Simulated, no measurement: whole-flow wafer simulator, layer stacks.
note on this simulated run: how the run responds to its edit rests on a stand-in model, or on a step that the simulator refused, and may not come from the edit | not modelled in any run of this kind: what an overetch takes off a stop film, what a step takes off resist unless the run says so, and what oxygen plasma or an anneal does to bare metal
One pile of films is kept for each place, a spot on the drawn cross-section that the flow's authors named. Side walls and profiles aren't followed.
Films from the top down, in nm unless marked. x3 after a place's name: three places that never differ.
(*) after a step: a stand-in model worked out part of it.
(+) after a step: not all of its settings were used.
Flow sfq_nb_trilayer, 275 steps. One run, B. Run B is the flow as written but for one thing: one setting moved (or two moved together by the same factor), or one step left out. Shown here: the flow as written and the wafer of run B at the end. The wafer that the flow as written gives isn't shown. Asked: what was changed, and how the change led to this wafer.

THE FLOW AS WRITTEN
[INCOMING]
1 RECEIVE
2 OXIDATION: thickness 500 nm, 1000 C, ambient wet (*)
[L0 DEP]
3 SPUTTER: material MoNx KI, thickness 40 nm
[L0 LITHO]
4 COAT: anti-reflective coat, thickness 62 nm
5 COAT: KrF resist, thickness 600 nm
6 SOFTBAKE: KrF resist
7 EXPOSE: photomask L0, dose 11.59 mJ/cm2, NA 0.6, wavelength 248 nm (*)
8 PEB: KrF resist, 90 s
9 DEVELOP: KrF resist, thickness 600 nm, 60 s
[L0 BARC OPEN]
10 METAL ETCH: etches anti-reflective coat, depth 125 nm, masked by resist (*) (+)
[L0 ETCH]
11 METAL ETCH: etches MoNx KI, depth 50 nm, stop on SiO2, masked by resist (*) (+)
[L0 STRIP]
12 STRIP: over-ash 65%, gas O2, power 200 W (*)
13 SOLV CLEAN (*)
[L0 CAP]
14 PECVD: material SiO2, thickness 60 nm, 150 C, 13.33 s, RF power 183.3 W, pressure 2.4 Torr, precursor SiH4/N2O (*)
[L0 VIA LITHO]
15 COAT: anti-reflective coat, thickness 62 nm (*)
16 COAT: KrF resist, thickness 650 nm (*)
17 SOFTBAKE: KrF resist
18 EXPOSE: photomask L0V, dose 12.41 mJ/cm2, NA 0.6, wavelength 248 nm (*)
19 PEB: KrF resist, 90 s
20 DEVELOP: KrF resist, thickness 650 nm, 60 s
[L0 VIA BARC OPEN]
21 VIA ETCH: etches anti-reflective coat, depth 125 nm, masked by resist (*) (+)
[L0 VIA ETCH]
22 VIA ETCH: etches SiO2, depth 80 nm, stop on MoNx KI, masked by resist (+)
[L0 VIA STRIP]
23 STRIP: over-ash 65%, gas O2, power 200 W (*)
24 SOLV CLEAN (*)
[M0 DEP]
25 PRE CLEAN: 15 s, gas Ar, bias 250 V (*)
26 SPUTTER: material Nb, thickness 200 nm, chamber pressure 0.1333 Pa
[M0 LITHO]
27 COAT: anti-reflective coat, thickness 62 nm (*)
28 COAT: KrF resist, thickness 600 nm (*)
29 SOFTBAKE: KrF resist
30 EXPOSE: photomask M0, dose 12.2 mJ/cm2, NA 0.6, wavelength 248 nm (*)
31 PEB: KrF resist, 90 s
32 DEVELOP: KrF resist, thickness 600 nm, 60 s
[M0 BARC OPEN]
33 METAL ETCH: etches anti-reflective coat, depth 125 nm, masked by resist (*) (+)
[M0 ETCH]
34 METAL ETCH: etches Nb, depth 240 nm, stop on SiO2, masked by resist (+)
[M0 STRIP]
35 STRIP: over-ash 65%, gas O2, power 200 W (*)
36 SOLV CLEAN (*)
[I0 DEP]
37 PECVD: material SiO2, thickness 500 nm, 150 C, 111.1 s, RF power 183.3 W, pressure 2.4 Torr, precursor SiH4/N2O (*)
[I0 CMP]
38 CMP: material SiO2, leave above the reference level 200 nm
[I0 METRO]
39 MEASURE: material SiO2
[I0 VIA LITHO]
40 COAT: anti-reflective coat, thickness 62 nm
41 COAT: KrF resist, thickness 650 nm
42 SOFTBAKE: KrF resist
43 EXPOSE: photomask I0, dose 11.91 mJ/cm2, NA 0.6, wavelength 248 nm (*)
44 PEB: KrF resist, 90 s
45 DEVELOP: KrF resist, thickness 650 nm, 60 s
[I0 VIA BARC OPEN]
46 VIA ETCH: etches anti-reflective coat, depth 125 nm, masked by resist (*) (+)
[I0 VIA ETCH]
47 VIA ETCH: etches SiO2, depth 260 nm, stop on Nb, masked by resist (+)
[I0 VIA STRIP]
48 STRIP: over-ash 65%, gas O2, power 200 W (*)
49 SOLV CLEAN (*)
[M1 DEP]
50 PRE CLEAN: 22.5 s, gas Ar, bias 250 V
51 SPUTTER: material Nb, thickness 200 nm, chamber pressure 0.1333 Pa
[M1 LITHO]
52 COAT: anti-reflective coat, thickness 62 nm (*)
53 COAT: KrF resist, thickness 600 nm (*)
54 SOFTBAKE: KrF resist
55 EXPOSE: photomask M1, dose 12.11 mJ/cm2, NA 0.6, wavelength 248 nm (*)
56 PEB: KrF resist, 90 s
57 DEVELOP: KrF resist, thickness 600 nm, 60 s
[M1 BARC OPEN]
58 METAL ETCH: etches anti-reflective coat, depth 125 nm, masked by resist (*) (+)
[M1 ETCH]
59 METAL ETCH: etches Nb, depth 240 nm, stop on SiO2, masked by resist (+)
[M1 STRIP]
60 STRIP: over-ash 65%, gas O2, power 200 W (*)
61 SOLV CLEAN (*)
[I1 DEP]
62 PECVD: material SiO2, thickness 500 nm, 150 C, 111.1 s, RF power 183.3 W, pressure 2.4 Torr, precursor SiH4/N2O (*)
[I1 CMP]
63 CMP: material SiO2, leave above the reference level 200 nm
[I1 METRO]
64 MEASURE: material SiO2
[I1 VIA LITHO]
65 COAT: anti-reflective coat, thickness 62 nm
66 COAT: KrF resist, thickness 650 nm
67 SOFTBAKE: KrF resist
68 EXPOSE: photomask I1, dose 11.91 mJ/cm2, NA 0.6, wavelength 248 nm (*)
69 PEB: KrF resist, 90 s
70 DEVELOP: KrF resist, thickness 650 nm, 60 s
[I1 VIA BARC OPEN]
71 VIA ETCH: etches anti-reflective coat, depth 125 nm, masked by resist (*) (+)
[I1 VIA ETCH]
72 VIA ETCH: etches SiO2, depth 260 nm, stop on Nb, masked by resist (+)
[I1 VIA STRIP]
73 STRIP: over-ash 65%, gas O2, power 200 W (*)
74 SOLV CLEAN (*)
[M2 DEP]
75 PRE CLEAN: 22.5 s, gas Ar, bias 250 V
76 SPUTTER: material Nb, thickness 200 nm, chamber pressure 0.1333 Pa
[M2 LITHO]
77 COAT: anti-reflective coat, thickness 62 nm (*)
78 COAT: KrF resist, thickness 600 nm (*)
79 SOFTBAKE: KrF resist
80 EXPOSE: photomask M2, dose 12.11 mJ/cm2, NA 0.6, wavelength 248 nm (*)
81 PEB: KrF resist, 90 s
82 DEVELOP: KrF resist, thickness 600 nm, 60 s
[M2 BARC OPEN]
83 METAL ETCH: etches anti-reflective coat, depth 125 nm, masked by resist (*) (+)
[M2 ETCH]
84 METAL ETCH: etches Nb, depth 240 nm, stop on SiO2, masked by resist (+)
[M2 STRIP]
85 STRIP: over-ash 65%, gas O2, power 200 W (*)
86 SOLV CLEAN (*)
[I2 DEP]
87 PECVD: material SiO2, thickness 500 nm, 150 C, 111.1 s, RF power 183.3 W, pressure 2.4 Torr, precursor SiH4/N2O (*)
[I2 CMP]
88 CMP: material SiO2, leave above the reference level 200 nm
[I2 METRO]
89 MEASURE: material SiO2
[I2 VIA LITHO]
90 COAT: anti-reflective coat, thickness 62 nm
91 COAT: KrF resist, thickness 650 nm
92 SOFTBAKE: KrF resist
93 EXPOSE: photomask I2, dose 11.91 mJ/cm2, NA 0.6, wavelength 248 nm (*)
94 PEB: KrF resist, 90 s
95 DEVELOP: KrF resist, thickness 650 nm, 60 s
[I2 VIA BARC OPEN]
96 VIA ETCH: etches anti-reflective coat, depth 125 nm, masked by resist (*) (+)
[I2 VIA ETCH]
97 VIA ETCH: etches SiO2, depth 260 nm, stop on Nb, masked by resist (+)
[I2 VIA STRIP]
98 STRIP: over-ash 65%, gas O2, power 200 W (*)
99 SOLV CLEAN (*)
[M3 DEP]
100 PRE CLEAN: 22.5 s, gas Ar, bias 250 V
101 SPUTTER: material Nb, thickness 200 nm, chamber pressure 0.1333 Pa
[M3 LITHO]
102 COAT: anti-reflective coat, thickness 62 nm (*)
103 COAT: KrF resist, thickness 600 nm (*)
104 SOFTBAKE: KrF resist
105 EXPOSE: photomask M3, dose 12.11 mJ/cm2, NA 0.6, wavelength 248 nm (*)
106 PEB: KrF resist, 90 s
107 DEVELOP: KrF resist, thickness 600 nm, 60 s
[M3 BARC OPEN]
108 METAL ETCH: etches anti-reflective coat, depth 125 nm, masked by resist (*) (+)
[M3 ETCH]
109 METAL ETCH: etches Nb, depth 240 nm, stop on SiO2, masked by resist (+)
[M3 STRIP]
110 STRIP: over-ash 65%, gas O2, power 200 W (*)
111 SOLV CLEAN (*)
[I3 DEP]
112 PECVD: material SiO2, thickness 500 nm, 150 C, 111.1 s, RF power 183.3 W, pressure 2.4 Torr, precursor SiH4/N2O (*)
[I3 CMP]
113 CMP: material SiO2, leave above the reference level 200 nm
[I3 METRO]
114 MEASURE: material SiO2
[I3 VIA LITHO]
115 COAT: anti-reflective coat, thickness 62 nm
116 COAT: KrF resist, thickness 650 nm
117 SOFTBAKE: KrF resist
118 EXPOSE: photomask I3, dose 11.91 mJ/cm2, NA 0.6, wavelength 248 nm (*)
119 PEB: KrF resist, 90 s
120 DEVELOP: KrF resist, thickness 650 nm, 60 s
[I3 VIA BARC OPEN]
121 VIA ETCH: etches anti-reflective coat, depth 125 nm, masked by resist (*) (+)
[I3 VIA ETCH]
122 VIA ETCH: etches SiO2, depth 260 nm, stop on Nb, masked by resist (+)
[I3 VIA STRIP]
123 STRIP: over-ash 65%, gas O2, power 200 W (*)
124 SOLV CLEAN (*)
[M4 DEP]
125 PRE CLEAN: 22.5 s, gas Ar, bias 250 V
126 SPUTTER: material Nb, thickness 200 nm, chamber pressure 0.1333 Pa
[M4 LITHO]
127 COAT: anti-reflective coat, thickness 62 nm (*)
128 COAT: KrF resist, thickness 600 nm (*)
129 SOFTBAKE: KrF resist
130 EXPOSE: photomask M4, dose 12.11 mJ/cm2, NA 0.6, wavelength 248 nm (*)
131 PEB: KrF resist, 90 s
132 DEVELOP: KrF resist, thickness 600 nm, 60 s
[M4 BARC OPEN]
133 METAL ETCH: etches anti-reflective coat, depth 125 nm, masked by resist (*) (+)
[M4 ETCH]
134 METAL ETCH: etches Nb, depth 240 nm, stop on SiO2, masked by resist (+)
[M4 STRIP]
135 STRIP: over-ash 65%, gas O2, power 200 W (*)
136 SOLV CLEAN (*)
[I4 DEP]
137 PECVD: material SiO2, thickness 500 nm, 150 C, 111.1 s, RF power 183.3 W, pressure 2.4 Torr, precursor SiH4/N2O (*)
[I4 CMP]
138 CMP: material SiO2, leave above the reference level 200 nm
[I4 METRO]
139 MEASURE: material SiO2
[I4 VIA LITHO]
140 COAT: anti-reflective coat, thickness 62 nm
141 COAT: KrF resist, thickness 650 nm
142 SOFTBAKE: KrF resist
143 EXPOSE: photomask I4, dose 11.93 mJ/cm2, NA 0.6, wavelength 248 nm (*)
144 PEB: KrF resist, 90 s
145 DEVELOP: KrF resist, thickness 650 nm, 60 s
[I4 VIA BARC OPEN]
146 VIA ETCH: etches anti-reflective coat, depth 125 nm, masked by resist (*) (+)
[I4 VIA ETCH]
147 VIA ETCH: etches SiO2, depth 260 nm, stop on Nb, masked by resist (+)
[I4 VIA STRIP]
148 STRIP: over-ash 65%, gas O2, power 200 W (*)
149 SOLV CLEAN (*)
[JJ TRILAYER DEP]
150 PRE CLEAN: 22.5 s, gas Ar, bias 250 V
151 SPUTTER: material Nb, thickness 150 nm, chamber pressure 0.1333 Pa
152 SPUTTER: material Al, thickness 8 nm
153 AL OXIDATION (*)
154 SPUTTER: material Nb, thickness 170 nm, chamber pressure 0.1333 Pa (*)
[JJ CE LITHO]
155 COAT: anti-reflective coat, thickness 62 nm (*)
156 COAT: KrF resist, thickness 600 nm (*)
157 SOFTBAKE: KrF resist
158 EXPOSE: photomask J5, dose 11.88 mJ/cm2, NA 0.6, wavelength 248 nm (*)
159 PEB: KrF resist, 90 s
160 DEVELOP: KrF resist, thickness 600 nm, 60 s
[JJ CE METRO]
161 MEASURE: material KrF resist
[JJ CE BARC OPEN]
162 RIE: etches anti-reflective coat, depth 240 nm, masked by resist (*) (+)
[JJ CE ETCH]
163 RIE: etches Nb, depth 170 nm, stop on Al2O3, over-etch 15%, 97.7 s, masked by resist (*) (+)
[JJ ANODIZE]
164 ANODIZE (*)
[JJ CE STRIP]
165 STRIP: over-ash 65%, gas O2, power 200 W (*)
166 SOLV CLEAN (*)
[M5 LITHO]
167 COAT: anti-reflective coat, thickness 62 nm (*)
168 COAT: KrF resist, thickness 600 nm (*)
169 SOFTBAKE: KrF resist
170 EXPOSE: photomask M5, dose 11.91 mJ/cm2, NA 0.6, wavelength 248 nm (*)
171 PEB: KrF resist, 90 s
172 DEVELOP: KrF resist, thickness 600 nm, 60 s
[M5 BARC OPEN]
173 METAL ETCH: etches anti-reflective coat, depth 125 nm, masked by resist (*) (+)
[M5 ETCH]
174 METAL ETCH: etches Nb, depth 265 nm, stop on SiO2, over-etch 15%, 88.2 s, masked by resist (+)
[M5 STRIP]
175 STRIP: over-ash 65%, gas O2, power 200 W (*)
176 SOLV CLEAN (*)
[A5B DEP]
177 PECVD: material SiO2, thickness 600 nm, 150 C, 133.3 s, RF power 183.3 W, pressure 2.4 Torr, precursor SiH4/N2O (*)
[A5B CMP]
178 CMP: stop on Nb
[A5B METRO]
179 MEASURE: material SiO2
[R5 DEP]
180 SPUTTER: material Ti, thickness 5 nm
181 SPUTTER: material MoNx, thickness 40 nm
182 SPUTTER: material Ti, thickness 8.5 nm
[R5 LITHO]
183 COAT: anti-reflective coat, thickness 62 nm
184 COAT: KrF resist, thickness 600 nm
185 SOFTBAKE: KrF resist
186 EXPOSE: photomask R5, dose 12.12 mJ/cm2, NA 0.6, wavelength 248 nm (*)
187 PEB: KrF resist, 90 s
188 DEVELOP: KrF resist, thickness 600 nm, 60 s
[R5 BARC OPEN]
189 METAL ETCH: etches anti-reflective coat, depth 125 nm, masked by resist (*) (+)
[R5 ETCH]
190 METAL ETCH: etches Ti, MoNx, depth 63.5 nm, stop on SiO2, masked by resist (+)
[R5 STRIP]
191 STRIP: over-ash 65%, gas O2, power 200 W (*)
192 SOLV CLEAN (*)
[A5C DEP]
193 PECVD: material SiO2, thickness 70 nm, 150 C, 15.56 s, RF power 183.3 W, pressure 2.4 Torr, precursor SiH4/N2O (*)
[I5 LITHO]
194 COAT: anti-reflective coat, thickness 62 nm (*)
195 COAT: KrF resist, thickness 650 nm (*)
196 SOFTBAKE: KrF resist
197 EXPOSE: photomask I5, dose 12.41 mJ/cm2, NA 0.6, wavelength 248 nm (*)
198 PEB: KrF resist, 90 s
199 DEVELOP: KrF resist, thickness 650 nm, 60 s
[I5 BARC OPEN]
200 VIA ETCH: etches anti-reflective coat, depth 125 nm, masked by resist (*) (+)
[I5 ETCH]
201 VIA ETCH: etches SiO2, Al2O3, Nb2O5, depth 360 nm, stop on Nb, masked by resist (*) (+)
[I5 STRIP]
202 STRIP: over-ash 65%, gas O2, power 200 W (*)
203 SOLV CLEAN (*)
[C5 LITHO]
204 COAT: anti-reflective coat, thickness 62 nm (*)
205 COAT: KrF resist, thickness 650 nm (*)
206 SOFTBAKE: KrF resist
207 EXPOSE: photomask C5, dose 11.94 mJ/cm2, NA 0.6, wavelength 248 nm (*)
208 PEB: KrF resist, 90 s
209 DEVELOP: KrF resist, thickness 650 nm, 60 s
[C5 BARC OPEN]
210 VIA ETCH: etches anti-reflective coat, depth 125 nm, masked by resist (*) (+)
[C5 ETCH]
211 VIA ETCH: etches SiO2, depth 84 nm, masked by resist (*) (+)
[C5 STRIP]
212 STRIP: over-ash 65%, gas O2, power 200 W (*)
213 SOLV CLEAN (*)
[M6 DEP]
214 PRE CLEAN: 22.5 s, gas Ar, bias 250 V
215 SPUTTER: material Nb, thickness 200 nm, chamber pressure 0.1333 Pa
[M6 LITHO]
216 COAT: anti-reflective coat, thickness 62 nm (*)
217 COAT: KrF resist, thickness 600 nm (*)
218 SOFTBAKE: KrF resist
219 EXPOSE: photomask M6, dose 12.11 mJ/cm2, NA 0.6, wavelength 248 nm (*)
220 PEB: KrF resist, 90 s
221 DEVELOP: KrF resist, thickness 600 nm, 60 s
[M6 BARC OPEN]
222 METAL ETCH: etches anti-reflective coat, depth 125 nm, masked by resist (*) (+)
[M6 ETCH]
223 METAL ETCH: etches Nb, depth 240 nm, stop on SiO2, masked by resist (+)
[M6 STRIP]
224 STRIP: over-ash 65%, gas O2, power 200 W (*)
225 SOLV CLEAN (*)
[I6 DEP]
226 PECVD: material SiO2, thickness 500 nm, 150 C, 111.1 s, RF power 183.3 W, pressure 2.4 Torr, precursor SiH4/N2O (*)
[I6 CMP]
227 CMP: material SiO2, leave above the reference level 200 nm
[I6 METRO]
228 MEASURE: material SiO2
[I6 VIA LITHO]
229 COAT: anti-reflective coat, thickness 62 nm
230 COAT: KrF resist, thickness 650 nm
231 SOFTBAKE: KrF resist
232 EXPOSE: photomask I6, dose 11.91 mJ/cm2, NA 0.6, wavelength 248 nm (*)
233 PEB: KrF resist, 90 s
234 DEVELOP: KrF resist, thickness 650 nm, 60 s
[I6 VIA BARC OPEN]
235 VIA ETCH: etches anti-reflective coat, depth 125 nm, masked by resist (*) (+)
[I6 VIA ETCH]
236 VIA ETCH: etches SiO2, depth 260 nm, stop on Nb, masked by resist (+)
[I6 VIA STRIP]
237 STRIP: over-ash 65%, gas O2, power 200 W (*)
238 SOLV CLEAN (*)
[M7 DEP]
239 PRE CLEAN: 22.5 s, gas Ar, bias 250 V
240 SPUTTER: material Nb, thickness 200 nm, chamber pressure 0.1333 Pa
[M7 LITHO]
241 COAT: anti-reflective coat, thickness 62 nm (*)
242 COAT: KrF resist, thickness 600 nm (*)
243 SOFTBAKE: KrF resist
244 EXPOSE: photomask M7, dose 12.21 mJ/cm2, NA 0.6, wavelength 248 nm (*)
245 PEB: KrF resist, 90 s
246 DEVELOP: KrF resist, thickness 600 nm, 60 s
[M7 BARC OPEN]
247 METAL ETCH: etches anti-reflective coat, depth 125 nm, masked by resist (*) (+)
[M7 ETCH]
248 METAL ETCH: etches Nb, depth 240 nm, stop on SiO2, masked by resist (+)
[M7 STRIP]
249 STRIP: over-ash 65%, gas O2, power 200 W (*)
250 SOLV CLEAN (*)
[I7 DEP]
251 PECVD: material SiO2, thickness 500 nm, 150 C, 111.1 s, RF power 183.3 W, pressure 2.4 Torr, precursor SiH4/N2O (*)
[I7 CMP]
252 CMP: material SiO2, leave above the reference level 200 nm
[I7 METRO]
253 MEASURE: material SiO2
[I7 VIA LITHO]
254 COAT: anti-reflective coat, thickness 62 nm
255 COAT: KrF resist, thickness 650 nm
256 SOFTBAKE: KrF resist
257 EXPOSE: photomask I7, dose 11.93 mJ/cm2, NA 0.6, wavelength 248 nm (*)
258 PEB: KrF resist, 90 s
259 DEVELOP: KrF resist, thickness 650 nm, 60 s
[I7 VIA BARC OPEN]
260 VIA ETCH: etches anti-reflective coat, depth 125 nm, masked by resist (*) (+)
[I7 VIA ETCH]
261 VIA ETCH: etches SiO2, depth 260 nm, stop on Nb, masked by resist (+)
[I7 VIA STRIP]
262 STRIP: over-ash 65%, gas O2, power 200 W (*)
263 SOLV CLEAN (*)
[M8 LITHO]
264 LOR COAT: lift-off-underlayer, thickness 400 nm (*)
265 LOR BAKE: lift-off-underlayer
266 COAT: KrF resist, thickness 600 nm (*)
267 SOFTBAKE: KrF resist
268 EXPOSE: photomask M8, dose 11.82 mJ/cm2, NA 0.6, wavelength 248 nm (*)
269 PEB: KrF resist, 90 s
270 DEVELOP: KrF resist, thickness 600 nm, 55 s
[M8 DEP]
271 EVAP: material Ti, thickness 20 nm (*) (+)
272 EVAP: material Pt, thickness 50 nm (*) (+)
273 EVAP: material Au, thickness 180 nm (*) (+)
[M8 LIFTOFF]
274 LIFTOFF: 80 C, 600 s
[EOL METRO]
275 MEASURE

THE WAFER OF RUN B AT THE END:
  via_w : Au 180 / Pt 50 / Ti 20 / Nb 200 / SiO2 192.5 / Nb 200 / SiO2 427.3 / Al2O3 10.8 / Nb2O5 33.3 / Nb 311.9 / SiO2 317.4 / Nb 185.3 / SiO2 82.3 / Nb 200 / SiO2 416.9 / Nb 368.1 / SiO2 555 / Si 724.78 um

The cause: step 97, VIA ETCH: depth 110 nm was run, where the flow has depth 260 nm.

How the change led to this, step by step:
  97 VIA ETCH: etches SiO2, depth 260 nm, stop on Nb, masked by resist (+)
      via_w: SiO2 -110 (as written it would be: SiO2 -199.8 (all of it))
      field_l, v_sur, via_wl and 102 more: KrF resist -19 (as written it would be: KrF resist -44.8)
  98 STRIP: over-ash 65%, gas O2, power 200 W (*)
      field_l, v_sur, via_wl and 102 more: KrF resist -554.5 (all of it), anti-reflective coat -62 (all of it) (as written it would be: KrF resist -528.6 (all of it), anti-reflective coat -62 (all of it))
  100 PRE CLEAN: 22.5 s, gas Ar, bias 250 V
      via_w: SiO2 -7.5 (as written it would be: Nb -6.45)
  101 SPUTTER: material Nb, thickness 200 nm, chamber pressure 0.1333 Pa
      via_w: Nb +185.3 (new film) (as written it would be: Nb +165.5)
  102 COAT: anti-reflective coat, thickness 62 nm (*)
      via_wl, via_wr: anti-reflective coat +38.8 (new film) (as written it would be: anti-reflective coat +34.2 (new film))
      via_w: anti-reflective coat +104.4 (new film) (as written it would be: anti-reflective coat +124.8 (new film))
  103 COAT: KrF resist, thickness 600 nm (*)
      via_w: KrF resist +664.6 (new film) (as written it would be: KrF resist +737.9 (new film))
  110 STRIP: over-ash 65%, gas O2, power 200 W (*)
      v_sur: KrF resist -373.8 (all of it), anti-reflective coat -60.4 (all of it) (as written it would be: KrF resist -365.3 (all of it), anti-reflective coat -61.1 (all of it))
      via_wl: KrF resist -391 (all of it), anti-reflective coat -38.8 (all of it) (as written it would be: KrF resist -384.2 (all of it), anti-reflective coat -34.2 (all of it))
      (and at 2 more places)
  112 PECVD: material SiO2, thickness 500 nm, 150 C, 111.1 s, RF power 183.3 W, pressure 2.4 Torr, precursor SiH4/N2O (*)
      via_w: SiO2 +500 (new film) (as written it would be: SiO2 +615 (new film))
  113 CMP: material SiO2, leave above the reference level 200 nm
      via_w: SiO2 -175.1 (as written it would be: SiO2 -181.6)
Counting metal films that touch as one body, via_w has 6 bodies (between them, from the top down: SiO2 192.5; SiO2 427.3 / Al2O3 10.8 / Nb2O5 33.3; SiO2 317.4; SiO2 82.3; SiO2 416.9); the flow as written gives 5 bodies (between them, from the top down: SiO2 192.5; SiO2 427.3 / Al2O3 10.8 / Nb2O5 33.3; SiO2 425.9; SiO2 416.9).
